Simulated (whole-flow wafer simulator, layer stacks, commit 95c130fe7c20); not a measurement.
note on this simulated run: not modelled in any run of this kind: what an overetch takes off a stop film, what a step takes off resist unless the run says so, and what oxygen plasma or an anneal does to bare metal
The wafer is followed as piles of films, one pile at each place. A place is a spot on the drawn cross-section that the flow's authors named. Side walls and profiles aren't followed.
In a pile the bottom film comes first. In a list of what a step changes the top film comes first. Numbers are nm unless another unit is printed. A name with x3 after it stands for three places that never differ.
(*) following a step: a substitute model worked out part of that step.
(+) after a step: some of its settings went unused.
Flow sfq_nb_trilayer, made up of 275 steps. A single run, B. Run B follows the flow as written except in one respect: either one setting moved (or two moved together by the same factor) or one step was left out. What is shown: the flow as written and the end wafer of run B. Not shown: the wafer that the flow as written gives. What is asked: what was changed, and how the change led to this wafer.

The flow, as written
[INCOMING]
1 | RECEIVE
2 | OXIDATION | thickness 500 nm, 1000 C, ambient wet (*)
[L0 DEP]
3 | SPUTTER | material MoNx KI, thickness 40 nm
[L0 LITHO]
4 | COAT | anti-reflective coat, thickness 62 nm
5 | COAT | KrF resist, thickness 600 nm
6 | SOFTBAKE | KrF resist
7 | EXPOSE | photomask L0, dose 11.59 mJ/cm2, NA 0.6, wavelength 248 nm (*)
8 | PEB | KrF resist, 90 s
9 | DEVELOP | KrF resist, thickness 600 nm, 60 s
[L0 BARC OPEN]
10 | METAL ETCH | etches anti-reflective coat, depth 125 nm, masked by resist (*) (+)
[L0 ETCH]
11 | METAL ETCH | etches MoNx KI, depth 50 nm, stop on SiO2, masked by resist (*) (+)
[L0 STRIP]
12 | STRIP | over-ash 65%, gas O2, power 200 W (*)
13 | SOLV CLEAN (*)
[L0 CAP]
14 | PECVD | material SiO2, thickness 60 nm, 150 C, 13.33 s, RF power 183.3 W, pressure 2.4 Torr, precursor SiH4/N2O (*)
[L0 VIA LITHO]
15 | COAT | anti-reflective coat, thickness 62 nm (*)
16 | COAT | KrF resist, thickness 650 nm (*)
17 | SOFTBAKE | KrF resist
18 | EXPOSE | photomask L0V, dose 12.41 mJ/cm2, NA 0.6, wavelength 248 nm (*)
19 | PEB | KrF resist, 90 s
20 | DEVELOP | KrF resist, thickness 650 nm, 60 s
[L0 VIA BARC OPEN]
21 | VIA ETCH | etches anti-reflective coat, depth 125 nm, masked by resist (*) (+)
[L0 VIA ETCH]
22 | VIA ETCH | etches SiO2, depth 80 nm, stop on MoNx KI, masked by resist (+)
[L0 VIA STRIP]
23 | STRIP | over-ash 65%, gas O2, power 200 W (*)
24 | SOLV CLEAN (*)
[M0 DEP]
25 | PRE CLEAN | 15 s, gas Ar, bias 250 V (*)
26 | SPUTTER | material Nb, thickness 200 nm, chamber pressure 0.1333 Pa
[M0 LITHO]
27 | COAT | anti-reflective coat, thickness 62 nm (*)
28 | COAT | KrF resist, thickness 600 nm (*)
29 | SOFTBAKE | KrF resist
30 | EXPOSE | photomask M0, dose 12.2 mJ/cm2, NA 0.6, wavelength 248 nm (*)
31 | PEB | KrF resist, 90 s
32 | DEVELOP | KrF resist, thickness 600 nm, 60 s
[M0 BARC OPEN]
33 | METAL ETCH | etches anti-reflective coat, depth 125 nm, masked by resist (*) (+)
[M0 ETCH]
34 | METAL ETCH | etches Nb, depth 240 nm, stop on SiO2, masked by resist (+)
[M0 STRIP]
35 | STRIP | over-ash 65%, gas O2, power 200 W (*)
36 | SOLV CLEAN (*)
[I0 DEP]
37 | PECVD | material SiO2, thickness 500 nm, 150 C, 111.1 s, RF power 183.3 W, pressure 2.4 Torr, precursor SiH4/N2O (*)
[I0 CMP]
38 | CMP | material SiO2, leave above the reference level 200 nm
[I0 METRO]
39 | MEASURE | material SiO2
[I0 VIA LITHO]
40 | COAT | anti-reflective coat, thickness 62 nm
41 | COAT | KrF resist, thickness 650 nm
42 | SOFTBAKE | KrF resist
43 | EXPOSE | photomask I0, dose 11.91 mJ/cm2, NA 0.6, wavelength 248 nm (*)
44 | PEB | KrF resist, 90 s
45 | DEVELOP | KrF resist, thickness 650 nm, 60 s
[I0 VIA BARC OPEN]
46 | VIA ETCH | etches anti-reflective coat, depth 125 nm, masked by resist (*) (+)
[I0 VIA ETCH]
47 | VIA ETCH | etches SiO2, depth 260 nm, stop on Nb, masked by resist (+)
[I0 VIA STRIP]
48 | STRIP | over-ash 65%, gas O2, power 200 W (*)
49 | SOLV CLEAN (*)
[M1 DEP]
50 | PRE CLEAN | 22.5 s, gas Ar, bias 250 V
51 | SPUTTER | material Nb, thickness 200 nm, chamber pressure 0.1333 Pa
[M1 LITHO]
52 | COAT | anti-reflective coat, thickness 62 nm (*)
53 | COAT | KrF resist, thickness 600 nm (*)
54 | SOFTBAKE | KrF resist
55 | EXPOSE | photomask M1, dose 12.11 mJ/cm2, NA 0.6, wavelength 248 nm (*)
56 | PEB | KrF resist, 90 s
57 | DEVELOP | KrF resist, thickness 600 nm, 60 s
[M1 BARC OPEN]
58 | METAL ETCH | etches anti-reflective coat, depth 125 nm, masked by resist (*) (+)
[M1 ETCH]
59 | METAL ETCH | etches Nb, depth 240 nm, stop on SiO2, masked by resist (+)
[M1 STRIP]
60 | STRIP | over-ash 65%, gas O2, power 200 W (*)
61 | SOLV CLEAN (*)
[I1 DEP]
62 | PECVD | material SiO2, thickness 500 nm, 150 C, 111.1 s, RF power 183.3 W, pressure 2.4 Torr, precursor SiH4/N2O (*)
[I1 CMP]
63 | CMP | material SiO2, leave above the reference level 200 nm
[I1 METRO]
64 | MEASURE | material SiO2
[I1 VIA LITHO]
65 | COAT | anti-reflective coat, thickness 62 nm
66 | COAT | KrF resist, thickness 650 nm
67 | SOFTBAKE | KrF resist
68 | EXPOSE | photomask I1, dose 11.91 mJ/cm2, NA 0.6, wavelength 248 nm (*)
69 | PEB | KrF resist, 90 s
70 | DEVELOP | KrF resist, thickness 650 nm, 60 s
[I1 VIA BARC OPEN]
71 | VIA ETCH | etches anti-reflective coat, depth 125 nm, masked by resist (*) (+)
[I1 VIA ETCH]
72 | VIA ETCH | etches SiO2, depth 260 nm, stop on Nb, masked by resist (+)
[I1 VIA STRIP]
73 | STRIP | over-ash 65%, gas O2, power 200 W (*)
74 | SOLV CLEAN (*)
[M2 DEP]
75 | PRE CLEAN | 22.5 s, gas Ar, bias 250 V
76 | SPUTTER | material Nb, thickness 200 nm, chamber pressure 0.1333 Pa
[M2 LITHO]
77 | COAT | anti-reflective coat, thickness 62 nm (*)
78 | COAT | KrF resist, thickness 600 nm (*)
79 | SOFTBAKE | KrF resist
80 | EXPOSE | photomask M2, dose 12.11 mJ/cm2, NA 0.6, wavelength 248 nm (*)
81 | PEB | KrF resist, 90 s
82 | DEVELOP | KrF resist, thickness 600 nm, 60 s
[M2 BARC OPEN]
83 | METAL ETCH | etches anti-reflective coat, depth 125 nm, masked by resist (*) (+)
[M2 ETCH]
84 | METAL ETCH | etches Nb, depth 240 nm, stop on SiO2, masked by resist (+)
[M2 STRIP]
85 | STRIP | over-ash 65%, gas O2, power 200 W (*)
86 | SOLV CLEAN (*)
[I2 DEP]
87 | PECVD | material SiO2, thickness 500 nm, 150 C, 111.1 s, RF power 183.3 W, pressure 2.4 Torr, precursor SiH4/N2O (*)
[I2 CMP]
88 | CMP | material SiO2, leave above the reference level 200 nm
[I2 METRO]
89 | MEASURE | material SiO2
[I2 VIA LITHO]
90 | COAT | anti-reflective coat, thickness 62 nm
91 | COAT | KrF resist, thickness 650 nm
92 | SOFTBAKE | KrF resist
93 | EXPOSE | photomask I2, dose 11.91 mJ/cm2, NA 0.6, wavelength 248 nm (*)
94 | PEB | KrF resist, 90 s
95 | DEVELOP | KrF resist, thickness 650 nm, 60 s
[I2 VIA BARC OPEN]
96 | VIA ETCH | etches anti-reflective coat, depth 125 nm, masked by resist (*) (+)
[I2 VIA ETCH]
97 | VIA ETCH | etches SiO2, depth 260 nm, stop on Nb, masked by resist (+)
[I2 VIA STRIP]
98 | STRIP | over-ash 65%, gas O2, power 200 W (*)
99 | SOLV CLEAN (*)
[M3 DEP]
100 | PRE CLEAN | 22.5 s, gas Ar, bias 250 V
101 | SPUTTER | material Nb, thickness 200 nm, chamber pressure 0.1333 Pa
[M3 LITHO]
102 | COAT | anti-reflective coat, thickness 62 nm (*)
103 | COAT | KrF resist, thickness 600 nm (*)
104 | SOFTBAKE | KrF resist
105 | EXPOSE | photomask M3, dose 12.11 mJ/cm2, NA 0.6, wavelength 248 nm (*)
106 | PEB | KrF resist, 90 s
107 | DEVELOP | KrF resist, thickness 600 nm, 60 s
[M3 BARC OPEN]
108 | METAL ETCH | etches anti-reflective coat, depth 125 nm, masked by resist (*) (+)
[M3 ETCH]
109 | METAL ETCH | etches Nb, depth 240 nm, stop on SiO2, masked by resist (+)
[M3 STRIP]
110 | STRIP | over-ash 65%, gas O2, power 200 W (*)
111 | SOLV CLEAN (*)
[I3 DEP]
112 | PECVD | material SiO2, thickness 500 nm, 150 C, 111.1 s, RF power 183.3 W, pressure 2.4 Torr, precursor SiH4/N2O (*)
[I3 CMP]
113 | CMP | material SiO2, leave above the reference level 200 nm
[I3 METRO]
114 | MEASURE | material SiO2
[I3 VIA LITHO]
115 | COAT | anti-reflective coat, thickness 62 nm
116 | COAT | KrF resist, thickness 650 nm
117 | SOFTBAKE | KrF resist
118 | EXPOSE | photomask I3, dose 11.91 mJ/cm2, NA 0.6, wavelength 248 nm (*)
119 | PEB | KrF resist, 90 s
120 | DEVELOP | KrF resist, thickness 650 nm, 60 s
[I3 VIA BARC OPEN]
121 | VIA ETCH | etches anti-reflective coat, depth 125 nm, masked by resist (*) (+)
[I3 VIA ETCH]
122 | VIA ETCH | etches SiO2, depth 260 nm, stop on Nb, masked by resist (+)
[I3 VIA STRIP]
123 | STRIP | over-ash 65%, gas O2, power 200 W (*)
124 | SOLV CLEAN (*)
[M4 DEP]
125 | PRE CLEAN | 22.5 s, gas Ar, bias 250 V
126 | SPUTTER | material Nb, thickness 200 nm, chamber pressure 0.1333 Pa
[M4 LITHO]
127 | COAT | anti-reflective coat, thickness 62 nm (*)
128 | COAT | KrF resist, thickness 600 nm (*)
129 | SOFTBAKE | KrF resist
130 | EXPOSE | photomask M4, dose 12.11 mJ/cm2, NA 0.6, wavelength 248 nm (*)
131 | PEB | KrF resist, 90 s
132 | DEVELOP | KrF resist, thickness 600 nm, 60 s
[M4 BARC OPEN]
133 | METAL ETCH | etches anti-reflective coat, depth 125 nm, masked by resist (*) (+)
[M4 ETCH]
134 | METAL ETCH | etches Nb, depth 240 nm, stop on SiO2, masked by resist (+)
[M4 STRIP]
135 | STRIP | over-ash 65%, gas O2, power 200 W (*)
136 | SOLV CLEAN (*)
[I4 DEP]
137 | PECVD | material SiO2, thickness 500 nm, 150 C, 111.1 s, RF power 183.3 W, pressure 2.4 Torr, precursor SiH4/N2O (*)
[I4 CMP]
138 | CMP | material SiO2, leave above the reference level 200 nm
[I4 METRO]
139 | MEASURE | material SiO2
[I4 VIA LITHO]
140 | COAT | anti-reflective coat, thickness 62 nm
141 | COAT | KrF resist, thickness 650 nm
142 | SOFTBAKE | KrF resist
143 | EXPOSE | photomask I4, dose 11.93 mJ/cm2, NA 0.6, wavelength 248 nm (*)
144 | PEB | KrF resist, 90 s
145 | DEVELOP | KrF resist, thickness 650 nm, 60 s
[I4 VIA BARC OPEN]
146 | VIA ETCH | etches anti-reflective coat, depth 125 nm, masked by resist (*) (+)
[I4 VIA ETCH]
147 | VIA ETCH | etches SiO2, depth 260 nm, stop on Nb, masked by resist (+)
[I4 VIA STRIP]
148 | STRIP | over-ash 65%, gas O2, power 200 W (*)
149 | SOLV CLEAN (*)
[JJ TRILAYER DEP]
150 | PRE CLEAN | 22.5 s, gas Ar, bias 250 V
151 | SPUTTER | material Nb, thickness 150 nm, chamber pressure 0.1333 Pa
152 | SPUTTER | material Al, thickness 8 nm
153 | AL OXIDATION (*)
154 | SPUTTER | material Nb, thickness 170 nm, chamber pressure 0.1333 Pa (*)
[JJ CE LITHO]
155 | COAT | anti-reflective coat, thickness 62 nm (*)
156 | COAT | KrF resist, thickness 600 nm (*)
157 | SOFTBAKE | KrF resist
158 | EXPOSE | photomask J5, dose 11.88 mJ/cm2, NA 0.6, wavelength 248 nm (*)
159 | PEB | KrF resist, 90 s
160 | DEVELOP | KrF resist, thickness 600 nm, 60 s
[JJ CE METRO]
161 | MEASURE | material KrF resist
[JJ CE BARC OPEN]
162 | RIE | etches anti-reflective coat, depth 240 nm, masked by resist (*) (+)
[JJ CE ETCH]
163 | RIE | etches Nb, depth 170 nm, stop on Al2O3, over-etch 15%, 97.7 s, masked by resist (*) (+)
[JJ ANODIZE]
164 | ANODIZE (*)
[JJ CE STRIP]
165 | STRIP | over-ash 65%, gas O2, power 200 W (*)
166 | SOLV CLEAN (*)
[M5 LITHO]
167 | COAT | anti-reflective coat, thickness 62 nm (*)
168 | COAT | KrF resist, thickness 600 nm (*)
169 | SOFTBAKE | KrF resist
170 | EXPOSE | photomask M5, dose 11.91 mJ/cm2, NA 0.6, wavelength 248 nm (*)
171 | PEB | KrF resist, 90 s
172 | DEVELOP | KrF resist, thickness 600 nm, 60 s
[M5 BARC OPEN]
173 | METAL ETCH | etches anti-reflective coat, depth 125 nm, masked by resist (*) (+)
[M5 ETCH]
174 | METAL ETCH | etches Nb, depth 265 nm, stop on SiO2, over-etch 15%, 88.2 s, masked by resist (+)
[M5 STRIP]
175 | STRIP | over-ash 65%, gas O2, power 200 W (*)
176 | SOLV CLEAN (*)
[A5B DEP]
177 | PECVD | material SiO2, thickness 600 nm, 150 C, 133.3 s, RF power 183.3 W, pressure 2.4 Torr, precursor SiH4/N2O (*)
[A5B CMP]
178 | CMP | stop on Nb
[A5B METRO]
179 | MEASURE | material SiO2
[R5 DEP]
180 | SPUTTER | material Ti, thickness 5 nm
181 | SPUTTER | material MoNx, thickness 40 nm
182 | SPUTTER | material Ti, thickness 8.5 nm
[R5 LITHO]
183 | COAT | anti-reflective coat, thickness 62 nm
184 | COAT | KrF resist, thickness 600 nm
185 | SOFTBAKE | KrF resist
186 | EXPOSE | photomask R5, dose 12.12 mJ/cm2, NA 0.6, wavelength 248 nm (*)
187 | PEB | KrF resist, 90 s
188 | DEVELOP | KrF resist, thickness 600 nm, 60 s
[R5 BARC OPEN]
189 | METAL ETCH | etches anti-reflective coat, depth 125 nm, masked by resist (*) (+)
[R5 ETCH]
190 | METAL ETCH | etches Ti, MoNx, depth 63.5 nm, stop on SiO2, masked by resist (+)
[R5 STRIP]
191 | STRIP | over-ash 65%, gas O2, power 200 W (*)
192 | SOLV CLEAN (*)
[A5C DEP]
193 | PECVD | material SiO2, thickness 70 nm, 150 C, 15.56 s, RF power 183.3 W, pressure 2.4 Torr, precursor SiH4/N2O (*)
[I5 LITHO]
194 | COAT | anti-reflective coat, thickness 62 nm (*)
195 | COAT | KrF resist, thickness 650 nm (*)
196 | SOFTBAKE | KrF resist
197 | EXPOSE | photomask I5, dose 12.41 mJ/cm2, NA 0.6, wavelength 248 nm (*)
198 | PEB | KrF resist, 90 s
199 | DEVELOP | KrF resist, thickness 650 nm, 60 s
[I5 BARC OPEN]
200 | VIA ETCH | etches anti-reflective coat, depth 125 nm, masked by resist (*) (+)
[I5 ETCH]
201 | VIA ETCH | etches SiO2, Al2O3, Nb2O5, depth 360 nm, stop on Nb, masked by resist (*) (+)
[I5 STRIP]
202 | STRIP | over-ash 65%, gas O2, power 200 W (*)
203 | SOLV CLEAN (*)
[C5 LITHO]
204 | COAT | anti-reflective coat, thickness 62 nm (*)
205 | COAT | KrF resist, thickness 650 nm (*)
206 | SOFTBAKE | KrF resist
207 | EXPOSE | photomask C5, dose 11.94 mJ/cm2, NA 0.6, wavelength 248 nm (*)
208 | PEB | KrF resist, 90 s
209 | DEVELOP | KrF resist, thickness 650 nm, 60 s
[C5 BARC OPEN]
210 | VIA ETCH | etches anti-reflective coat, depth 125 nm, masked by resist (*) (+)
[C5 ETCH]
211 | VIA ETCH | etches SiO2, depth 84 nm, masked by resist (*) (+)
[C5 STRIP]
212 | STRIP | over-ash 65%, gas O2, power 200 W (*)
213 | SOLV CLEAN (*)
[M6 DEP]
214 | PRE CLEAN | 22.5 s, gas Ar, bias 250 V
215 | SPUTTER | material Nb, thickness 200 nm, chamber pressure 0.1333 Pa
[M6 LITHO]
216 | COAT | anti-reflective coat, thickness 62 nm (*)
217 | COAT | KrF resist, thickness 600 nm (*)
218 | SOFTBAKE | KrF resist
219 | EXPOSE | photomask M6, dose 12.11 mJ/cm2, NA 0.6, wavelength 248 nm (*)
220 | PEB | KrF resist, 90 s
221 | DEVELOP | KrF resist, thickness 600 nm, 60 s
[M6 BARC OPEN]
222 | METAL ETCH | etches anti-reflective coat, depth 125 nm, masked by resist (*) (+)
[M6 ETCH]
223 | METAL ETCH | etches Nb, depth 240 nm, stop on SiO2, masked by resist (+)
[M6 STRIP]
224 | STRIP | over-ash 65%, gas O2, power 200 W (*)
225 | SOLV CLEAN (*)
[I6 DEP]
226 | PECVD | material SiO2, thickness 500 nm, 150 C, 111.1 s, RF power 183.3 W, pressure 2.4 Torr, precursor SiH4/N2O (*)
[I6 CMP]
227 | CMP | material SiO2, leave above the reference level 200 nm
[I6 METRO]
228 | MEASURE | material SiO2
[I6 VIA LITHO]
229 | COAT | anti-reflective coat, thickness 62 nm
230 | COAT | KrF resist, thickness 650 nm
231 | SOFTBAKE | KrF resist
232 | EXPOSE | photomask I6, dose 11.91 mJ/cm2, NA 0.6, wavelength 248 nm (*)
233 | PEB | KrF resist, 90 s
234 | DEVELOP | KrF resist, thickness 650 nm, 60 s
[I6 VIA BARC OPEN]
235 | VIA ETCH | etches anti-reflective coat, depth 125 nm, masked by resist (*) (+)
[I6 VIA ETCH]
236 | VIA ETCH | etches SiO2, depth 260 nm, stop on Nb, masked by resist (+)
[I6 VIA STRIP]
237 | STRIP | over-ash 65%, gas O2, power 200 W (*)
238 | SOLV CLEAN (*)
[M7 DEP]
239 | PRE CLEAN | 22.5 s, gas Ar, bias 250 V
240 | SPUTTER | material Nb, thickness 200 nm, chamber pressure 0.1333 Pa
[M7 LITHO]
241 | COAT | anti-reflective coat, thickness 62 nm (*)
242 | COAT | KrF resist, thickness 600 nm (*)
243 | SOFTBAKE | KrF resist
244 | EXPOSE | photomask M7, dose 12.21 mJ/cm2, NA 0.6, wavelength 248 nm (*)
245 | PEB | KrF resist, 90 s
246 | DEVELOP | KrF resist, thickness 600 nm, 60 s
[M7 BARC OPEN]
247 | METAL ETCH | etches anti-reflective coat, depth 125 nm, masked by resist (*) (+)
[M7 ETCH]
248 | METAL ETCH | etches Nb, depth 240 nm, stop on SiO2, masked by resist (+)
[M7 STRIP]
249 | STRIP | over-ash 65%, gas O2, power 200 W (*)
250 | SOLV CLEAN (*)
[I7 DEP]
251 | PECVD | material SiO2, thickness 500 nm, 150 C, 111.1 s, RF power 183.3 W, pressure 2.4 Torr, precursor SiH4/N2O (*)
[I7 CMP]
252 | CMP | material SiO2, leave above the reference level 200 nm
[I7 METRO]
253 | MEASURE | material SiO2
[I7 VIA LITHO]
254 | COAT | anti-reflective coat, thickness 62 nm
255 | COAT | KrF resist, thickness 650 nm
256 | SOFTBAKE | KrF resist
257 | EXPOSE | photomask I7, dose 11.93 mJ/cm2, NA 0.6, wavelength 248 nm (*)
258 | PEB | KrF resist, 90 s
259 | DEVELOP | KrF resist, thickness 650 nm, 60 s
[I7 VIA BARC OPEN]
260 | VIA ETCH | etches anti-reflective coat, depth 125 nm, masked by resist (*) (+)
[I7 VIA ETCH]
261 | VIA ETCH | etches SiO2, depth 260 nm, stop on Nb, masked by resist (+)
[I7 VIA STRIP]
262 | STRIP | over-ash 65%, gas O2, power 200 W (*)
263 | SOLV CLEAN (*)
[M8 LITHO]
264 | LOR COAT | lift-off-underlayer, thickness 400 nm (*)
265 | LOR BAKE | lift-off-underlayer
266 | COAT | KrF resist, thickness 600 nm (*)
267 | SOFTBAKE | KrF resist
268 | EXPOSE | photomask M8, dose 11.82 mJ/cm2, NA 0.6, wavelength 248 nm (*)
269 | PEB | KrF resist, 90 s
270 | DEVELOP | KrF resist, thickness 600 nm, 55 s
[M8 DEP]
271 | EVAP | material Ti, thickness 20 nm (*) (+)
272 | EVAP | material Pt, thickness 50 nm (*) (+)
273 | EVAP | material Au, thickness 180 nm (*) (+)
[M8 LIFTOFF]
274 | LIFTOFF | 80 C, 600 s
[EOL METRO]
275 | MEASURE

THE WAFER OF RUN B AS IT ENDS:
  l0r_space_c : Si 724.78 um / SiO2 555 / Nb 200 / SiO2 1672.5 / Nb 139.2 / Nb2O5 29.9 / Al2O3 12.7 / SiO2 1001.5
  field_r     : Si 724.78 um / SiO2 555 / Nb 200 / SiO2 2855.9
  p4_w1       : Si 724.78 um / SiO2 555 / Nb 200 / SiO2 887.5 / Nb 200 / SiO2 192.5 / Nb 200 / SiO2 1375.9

The reason: step 51, SPUTTER: thickness 110 nm was run, though the flow has thickness 200 nm.

The path from the change to this, step by step:
  51 | SPUTTER | material Nb, thickness 200 nm, chamber pressure 0.1333 Pa
      field_l, v_sur, via_wl and 102 more: +110 Nb (new film) (it would be, as written: +200 Nb (new film))
      via_w: +96.8 Nb (it would be, as written: +174.5 Nb)
  52 | COAT | anti-reflective coat, thickness 62 nm (*)
      via_wl: +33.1 anti-reflective coat (new film) (it would be, as written: +33.8 anti-reflective coat (new film))
      via_w: +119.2 anti-reflective coat (new film) (it would be, as written: +123.1 anti-reflective coat (new film))
      (also at 1 further place)
  59 | METAL ETCH | etches Nb, depth 240 nm, stop on SiO2, masked by resist (+)
      field_l, be, be_sur and 79 more: -110 Nb (all of it) (it would be, as written: -200 Nb (all of it))
      v_sur, via_wl, via_w and 21 more: -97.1 KrF resist (it would be, as written: -141.2 KrF resist)
  60 | STRIP | over-ash 65%, gas O2, power 200 W (*)
      wl_j_sl, wl_jj, wl_j_sr and 13 more: -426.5 KrF resist (all of it), -62 anti-reflective coat (all of it) (it would be, as written: -382.4 KrF resist (all of it), -62 anti-reflective coat (all of it))
      v_sur: -410.7 KrF resist (all of it), -60.9 anti-reflective coat (all of it) (it would be, as written: -365.9 KrF resist (all of it), -61.1 anti-reflective coat (all of it))
      (also at 7 further places)
  62 | PECVD | material SiO2, thickness 500 nm, 150 C, 111.1 s, RF power 183.3 W, pressure 2.4 Torr, precursor SiH4/N2O (*)
      wl_d_sl, wl_d_sr: +500 SiO2 (it would be, as written: +557.1 SiO2)
      via_w: +584.3 SiO2 (new film) (it would be, as written: +606 SiO2 (new film))
  63 | CMP | material SiO2, leave above the reference level 200 nm
      field_l, be, be_sur and 72 more: -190 SiO2 (it would be, as written: -100 SiO2)
      lsp_m, ln_m6, lsp_r, l0_sur, l0v: -190 SiO2 (it would be, as written: -94.9 SiO2)
      (also at 3 further places)
